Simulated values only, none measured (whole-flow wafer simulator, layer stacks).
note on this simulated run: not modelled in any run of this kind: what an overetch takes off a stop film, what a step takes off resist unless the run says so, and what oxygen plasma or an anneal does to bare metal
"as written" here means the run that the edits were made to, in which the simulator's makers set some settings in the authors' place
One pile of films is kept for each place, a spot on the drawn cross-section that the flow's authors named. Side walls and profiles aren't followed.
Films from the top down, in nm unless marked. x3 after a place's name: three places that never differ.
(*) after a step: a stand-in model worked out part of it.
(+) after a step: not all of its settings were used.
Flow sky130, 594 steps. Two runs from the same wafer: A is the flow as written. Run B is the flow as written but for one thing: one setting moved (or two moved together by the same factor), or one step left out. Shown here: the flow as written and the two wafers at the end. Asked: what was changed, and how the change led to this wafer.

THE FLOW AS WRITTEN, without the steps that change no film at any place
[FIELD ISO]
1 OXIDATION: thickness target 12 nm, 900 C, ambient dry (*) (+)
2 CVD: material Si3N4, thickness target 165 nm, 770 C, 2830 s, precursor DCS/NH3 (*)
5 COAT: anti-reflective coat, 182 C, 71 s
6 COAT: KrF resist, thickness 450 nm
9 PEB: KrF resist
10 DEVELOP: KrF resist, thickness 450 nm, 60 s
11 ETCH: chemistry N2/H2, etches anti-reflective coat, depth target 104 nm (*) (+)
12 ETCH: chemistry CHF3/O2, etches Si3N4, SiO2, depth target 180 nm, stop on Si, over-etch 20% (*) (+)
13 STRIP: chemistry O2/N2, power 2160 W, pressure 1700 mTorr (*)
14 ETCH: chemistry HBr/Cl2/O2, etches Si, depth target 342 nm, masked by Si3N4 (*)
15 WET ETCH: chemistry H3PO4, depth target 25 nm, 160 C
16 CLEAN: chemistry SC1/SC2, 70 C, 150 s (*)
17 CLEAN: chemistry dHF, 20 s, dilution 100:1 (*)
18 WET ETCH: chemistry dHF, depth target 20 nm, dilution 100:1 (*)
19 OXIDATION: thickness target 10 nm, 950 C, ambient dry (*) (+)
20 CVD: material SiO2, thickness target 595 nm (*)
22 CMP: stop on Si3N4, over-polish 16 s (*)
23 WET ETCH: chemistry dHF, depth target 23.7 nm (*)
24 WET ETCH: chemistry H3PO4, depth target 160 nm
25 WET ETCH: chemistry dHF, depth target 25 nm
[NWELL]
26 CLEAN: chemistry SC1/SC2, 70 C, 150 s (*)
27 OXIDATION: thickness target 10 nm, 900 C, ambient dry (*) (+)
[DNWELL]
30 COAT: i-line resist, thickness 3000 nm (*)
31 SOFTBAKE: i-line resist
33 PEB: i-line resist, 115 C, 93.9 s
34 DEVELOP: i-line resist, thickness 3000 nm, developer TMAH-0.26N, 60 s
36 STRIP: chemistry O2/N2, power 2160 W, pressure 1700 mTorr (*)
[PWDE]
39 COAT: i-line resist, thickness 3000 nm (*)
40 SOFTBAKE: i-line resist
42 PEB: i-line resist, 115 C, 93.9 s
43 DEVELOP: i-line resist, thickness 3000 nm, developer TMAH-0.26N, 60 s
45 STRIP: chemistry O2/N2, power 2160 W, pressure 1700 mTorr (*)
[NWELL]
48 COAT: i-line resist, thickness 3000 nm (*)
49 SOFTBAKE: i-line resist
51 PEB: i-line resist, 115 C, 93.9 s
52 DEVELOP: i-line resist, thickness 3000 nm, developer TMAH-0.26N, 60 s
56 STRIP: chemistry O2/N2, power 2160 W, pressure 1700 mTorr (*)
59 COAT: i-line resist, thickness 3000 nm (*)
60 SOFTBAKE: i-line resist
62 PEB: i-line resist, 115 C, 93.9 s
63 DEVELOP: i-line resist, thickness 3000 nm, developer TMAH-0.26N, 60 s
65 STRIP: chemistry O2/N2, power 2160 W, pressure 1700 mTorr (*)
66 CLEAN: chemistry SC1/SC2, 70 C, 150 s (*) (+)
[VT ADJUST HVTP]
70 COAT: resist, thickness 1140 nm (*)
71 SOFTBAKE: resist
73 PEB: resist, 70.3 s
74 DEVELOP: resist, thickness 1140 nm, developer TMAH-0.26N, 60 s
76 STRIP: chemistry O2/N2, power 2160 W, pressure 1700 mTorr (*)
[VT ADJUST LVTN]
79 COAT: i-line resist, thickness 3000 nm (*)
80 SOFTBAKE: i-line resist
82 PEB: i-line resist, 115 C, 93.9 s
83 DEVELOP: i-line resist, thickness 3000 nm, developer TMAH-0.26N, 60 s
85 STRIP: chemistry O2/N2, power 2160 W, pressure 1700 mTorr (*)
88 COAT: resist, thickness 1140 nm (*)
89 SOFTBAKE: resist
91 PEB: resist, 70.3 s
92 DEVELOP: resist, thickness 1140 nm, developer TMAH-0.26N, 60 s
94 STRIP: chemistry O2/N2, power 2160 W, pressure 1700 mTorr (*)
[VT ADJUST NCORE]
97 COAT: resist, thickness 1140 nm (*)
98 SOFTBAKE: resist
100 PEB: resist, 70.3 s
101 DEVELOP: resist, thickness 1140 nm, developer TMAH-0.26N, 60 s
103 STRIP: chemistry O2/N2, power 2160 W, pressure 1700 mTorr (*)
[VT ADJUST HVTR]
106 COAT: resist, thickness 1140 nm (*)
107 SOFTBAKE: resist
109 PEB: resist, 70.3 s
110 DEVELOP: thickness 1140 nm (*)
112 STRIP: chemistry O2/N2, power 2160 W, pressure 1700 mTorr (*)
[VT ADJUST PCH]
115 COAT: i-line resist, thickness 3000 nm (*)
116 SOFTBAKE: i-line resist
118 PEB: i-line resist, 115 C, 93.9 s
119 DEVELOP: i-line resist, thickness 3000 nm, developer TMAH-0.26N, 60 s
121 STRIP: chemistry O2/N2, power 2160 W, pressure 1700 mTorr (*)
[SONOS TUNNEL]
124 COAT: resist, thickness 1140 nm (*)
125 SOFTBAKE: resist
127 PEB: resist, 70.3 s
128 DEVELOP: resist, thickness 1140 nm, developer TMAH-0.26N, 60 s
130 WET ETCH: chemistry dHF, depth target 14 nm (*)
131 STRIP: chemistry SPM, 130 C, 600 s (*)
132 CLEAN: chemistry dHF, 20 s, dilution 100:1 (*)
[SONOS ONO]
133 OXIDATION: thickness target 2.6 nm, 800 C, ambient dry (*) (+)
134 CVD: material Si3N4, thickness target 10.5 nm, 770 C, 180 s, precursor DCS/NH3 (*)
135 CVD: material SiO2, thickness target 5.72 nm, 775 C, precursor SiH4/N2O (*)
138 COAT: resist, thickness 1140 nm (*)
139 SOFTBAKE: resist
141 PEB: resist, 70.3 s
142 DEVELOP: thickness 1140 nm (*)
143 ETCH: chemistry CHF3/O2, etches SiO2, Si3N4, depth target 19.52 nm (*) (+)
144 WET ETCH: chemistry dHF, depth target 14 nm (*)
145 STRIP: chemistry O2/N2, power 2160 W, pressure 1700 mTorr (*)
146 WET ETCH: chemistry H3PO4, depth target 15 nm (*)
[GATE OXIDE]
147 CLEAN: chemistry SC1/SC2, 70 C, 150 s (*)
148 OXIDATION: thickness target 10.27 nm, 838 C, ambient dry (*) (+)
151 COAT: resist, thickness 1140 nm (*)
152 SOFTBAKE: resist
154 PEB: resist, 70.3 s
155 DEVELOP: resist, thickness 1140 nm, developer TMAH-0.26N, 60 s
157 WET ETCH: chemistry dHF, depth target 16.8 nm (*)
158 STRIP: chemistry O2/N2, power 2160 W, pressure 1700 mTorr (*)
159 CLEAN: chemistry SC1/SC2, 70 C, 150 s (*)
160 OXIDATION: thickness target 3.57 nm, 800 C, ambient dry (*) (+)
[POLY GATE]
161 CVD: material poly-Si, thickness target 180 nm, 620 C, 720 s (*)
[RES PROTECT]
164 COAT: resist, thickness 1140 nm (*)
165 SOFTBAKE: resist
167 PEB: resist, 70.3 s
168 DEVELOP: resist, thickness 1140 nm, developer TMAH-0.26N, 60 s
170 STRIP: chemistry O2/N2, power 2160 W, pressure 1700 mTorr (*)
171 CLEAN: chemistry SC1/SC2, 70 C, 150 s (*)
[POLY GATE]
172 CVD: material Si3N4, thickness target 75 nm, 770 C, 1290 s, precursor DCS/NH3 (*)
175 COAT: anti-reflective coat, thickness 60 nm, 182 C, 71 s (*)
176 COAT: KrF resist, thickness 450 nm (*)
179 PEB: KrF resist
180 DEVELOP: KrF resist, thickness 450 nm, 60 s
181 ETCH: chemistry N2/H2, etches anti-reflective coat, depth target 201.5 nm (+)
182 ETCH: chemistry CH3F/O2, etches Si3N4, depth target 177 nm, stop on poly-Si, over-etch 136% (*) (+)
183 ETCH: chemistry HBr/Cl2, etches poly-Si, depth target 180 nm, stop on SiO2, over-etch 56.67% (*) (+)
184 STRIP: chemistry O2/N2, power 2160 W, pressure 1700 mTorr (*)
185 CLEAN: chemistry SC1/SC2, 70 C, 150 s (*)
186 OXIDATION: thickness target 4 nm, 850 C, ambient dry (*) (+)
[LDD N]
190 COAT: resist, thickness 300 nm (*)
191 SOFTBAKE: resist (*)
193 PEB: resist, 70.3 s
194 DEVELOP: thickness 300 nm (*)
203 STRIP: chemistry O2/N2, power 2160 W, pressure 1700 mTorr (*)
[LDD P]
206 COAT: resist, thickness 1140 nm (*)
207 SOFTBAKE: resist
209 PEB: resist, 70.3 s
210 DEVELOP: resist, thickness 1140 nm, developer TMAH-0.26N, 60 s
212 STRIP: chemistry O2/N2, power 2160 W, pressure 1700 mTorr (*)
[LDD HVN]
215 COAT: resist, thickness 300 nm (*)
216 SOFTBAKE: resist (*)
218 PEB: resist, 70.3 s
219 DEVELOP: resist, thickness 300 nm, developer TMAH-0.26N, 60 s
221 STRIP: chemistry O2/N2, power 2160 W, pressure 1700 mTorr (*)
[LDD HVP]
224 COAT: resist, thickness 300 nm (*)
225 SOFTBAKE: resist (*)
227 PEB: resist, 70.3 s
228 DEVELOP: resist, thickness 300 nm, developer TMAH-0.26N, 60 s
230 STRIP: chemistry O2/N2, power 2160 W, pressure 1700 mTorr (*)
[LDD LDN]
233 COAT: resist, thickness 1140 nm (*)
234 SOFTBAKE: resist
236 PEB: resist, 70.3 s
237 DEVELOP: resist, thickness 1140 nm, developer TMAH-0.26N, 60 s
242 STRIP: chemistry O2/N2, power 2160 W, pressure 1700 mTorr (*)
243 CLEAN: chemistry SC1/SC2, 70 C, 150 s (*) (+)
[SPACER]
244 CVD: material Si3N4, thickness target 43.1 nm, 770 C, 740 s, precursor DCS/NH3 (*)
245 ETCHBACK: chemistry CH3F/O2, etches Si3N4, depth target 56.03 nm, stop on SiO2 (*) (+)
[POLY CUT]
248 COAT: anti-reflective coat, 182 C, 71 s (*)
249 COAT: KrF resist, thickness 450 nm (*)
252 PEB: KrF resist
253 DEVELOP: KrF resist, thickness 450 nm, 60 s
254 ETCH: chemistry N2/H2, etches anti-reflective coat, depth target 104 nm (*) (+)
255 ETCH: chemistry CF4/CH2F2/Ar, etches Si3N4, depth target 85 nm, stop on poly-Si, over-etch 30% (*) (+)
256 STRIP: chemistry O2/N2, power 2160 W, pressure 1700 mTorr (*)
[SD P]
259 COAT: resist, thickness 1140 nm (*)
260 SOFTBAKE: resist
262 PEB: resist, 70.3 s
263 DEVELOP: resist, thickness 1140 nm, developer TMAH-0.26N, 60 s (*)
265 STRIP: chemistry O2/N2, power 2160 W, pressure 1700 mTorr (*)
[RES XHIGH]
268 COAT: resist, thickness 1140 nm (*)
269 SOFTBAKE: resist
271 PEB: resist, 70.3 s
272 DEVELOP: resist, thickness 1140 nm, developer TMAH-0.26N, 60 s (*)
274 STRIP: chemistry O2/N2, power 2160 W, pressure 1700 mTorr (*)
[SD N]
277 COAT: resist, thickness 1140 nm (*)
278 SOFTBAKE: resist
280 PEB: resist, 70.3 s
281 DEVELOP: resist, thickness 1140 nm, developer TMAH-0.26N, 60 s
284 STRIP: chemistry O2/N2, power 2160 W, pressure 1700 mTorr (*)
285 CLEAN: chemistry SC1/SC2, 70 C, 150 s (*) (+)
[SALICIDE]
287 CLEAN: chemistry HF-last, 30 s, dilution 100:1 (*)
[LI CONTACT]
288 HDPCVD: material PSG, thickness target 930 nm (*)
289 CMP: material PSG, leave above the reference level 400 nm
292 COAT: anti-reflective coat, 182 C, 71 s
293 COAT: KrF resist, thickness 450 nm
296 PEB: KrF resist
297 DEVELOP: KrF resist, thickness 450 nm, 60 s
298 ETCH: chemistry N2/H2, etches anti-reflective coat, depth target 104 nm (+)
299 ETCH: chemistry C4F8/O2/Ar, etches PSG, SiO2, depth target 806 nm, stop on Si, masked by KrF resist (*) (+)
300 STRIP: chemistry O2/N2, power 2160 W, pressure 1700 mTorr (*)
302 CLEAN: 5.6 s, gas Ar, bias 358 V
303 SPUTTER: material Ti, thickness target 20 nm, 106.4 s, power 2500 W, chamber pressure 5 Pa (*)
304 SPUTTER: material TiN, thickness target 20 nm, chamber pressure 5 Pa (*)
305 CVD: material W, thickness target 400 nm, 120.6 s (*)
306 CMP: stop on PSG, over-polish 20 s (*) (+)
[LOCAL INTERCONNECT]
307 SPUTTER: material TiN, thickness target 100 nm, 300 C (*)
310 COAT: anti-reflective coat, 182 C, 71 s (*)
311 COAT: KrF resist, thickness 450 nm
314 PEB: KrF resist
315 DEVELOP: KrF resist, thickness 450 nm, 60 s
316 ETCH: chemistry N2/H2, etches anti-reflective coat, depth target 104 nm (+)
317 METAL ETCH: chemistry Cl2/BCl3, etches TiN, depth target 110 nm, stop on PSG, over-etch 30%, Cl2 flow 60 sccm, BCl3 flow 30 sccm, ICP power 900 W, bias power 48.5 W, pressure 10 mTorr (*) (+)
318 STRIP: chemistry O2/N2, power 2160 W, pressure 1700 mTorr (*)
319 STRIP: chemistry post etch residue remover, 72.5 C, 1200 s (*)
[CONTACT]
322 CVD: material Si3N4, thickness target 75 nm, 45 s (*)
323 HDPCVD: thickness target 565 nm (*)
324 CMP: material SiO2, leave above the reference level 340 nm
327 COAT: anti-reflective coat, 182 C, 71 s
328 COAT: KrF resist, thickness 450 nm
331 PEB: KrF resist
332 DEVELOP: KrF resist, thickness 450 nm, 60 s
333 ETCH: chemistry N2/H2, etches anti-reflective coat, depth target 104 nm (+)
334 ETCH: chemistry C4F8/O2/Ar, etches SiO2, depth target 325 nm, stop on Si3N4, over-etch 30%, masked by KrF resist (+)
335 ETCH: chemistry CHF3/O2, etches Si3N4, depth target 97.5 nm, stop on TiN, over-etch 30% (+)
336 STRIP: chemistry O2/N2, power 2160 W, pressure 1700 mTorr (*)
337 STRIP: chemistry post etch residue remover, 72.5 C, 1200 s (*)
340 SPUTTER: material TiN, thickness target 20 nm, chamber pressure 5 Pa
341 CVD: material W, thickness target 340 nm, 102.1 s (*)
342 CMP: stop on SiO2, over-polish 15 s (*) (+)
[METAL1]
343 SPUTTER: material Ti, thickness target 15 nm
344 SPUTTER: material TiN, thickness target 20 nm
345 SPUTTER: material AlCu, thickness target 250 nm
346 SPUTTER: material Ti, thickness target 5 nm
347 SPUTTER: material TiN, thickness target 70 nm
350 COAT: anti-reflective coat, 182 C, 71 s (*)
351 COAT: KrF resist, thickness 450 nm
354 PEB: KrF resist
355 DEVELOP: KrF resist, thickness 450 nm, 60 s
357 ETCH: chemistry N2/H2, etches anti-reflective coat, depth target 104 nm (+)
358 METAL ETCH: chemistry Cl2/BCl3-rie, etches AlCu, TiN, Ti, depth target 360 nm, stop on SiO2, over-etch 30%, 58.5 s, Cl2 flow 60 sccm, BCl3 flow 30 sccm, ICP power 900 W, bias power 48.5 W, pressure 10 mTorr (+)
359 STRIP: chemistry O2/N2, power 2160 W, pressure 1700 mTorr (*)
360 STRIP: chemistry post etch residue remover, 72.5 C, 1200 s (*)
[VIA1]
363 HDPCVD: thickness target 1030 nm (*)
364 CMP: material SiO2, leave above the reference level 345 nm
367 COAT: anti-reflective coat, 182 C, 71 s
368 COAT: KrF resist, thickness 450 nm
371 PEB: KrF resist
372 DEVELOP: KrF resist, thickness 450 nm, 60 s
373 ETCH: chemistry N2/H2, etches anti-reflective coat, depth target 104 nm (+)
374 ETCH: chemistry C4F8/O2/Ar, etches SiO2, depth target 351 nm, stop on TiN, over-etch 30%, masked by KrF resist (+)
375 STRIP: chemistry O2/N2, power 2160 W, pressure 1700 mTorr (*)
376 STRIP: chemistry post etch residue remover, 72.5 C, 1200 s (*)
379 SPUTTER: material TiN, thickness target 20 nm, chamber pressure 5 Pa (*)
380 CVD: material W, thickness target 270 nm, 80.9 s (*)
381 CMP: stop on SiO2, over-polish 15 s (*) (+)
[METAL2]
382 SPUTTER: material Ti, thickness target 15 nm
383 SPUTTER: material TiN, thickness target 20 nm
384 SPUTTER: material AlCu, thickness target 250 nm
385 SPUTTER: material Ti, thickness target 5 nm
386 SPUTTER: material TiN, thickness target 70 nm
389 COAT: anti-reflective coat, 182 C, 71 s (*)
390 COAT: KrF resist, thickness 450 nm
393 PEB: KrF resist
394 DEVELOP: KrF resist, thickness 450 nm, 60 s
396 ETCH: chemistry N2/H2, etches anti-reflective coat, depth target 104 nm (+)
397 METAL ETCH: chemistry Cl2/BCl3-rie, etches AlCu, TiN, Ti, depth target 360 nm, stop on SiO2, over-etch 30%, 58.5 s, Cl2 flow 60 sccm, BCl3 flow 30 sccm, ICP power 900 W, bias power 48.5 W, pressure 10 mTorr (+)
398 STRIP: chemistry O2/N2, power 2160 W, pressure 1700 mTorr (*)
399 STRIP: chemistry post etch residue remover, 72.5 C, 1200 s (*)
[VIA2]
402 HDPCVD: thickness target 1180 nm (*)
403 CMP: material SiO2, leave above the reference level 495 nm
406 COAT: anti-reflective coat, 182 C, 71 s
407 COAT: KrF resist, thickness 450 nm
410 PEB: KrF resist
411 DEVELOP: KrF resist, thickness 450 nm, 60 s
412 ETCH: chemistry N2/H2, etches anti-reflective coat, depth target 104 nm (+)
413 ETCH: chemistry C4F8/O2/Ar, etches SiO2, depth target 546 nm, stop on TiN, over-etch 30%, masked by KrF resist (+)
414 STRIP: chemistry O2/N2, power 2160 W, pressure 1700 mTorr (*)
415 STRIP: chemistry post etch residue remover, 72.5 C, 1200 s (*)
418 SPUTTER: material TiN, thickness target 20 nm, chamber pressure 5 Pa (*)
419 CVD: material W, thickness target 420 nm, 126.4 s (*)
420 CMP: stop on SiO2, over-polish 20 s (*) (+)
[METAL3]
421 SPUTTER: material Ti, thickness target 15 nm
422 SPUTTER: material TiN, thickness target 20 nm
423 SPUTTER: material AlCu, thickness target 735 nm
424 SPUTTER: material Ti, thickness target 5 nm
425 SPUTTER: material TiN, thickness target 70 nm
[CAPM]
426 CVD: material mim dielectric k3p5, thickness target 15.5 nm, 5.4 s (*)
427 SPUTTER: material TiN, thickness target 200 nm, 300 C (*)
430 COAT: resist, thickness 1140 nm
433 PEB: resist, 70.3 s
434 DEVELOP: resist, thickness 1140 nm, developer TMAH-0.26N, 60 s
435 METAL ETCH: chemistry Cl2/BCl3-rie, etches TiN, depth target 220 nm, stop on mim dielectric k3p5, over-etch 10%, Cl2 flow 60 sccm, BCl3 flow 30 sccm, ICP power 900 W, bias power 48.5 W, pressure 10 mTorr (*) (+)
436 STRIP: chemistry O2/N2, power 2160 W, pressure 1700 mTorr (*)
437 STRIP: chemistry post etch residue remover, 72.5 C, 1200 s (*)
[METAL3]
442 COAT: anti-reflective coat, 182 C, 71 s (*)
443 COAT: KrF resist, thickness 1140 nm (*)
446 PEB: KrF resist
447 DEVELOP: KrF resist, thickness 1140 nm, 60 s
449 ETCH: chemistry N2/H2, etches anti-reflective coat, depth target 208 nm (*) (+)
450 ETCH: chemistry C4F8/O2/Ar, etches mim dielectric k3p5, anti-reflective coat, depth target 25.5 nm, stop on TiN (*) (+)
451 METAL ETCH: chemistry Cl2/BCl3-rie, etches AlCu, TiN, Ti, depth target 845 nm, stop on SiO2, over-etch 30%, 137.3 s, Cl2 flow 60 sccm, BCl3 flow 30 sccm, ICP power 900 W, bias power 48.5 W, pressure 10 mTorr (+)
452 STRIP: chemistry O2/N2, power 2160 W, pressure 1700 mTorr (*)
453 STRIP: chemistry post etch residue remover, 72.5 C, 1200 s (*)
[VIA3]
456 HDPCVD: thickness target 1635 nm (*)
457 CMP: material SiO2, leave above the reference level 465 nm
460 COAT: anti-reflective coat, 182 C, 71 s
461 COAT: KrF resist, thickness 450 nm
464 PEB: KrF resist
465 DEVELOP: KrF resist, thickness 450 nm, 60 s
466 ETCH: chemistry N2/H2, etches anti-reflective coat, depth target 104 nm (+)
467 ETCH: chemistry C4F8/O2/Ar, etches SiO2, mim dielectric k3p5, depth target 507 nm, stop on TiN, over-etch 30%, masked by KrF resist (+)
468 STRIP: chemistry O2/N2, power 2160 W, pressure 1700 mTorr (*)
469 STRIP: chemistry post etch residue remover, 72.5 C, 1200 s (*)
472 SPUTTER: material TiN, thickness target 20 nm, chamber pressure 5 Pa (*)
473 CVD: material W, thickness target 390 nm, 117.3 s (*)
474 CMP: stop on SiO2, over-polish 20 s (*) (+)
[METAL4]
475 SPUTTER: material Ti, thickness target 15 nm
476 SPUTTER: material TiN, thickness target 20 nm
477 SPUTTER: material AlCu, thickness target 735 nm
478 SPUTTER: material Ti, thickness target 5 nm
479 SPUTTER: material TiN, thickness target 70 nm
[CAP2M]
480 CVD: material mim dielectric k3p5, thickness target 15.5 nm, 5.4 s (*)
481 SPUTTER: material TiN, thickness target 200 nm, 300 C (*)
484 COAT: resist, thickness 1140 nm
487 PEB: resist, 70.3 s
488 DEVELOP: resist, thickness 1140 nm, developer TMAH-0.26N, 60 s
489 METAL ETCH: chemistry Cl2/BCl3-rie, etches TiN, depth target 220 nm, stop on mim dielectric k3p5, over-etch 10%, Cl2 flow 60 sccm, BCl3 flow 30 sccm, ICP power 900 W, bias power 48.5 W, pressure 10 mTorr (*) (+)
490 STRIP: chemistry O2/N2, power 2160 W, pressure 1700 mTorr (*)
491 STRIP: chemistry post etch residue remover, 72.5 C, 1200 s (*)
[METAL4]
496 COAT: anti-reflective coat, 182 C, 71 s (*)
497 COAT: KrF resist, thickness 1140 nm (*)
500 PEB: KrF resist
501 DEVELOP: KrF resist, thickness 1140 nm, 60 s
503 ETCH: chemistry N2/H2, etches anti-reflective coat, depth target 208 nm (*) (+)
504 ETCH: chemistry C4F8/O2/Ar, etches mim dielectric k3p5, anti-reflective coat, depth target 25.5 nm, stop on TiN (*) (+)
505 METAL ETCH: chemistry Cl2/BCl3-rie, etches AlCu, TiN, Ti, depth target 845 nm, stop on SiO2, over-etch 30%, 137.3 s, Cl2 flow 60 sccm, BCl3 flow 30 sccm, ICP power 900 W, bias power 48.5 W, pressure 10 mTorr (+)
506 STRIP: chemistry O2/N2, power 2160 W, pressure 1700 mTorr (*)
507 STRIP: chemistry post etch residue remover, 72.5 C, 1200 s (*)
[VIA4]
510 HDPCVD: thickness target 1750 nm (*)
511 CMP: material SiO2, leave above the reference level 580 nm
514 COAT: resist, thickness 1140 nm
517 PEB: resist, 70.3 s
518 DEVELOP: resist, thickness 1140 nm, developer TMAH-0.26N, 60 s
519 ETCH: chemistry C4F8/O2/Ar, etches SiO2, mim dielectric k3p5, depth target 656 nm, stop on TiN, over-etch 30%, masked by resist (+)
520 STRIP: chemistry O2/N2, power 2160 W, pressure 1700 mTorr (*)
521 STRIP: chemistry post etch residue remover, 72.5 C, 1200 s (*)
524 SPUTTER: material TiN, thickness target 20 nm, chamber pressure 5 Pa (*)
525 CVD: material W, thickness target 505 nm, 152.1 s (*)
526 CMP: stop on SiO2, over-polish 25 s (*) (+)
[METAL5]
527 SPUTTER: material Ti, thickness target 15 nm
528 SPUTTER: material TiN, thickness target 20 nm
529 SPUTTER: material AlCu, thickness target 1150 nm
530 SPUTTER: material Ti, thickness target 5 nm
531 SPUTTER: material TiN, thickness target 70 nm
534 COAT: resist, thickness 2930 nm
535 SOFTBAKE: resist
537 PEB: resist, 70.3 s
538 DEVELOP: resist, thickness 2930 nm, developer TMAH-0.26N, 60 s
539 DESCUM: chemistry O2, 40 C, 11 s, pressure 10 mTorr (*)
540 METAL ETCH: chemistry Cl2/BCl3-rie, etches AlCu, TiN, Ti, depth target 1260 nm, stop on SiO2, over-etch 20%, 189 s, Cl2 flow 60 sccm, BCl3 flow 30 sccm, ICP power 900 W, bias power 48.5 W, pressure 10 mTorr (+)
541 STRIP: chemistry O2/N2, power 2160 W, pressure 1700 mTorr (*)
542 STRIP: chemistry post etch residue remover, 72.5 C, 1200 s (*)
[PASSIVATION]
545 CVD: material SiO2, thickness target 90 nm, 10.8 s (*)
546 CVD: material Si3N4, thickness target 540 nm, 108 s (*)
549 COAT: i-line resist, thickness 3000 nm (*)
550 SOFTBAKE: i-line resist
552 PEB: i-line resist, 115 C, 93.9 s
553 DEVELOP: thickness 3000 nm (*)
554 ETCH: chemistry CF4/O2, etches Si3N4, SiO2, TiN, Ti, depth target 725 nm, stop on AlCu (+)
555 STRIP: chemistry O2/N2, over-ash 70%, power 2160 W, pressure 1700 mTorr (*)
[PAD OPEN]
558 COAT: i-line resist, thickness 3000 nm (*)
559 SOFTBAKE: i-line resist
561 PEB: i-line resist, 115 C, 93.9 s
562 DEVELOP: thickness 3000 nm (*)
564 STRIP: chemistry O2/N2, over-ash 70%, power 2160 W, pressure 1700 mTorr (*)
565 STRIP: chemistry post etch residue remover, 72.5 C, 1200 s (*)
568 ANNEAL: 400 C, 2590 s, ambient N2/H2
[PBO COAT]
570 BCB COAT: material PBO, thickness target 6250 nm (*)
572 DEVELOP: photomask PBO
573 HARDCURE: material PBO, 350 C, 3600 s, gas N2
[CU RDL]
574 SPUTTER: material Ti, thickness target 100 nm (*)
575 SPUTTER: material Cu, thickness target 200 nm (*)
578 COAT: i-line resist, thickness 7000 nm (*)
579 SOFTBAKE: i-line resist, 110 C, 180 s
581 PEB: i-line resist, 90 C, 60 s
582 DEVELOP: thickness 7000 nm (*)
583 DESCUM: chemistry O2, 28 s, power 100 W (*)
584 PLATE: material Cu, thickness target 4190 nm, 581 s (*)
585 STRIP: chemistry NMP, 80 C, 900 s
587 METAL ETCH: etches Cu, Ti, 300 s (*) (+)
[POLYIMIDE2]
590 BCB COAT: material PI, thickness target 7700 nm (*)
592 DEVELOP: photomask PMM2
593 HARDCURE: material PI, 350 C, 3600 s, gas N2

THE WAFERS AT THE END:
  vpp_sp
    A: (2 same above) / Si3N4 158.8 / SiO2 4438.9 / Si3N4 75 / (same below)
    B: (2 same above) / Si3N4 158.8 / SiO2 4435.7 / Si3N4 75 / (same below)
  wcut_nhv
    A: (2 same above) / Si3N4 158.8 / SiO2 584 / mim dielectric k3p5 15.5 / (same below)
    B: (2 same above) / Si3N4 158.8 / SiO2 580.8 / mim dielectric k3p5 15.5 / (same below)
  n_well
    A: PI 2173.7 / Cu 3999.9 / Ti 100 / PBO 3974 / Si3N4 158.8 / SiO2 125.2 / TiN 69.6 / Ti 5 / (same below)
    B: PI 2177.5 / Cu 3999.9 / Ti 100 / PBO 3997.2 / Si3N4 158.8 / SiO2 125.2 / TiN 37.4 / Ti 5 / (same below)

The cause: step 531, SPUTTER: thickness target 37.8 nm was run, where the flow has thickness target 70 nm.

How the change led to this, step by step:
  531 SPUTTER: material TiN, thickness target 70 nm
      field, active, n_well and 190 more: A TiN +70 (new film) | B TiN +37.8 (new film)
  540 METAL ETCH: chemistry Cl2/BCl3-rie, etches AlCu, TiN, Ti, depth target 1260 nm, stop on SiO2, over-etch 20%, 189 s, Cl2 flow 60 sccm, BCl3 flow 30 sccm, ICP power 900 W, bias power 48.5 W, pressure 10 mTorr (+)
      field, active, gate and 175 more: A TiN -70 (all of it), Ti -5 (all of it), AlCu -1150 (all of it), TiN -20 (all of it), Ti -15 (all of it), SiO2 -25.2 | B TiN -37.8 (all of it), Ti -5 (all of it), AlCu -1150 (all of it), TiN -20 (all of it), Ti -15 (all of it), SiO2 -28.4
  550 SOFTBAKE: i-line resist
      gate_p_lvt, iso_guard_hv_nw: A i-line resist +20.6 | B i-line resist +20
      gate: A i-line resist -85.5 | B i-line resist -82.3
      (and at 55 more places)
  554 ETCH: chemistry CF4/O2, etches Si3N4, SiO2, TiN, Ti, depth target 725 nm, stop on AlCu (+)
      field, active, n_well and 189 more: A i-line resist -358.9 | B i-line resist -326.7
      pad: A Si3N4 -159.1 (all of it), SiO2 -125.2 (all of it), TiN -69.6 (all of it), Ti -5 (all of it) | B Si3N4 -159.1 (all of it), SiO2 -125.2 (all of it), TiN -37.4 (all of it), Ti -5 (all of it)
  555 STRIP: chemistry O2/N2, over-ash 70%, power 2160 W, pressure 1700 mTorr (*)
      n_well, p_well, sd_n, sd_p: A i-line resist -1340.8 (all of it) | B i-line resist -1401.3 (all of it)
      ndiff_licon_rim, ndiff_licon: A i-line resist -1368.9 (all of it) | B i-line resist -1428.6 (all of it)
      (and at 7 more places)
  559 SOFTBAKE: i-line resist
      gate_p_lvt, iso_guard_hv_nw: A i-line resist +20.6 | B i-line resist +20
      gate: A i-line resist -85.5 | B i-line resist -82.3
      (and at 60 more places)
  579 SOFTBAKE: i-line resist, 110 C, 180 s
      m5_stack_ln: A i-line resist -30 | B i-line resist -29.2
